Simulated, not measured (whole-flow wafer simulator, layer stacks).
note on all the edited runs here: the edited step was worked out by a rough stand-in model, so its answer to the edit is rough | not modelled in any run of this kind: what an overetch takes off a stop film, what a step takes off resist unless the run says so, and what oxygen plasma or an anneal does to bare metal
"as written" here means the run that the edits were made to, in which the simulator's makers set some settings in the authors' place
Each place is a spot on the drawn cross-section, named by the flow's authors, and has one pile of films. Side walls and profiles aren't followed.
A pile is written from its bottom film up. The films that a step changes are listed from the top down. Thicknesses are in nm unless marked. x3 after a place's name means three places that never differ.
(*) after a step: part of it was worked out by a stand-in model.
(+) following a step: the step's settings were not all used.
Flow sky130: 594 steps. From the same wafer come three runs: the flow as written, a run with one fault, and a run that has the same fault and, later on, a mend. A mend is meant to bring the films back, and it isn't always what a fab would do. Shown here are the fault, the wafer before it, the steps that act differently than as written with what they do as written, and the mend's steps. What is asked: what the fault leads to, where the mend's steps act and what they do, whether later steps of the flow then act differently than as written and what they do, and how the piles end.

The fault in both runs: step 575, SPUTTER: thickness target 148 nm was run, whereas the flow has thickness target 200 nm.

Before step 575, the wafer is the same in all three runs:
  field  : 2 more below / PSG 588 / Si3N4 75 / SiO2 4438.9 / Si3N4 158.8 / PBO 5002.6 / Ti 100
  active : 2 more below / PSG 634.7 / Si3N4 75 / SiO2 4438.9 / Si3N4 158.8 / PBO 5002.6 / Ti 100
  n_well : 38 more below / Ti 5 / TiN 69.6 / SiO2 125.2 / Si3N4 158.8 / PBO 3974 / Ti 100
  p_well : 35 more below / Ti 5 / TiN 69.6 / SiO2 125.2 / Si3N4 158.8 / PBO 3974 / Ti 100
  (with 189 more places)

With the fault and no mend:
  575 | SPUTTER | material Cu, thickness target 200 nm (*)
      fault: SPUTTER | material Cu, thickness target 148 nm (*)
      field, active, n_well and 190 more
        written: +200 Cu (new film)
        fault: +148 Cu (new film)
  Later steps of the flow acting differently than as written (7 more steps, not shown, differ only slightly: by at most 2% or 0.5 nm, whichever is larger):
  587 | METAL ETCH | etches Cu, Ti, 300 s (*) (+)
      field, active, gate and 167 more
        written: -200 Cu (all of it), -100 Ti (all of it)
        fault: -148 Cu (all of it), -100 Ti (all of it)
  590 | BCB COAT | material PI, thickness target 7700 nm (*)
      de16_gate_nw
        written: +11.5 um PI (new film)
        fault: +11.45 um PI (new film)
  By the end, the piles at mim, sd_hvn, dext_nw_sti and 11 more depart from the flow's by more than 2% or 0.5 nm, whichever is larger.
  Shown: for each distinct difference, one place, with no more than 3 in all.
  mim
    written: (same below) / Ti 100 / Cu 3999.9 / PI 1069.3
    fault: (same below) / Ti 100 / Cu 3947.9 / PI 1118
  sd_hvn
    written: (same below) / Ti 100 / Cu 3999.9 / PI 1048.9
    fault: (same below) / Ti 100 / Cu 3947.9 / PI 1099
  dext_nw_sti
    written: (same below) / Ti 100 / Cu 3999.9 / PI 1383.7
    fault: (same below) / Ti 100 / Cu 3947.9 / PI 1430.4

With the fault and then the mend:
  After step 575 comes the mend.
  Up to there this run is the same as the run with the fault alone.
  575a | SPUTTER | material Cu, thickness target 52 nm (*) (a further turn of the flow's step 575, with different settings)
      field, active, n_well and 190 more
        +52 Cu
  Every later step of the flow that is run acts as written at every place that is followed.
  The piles end the same as the flow's at every place that both follow.
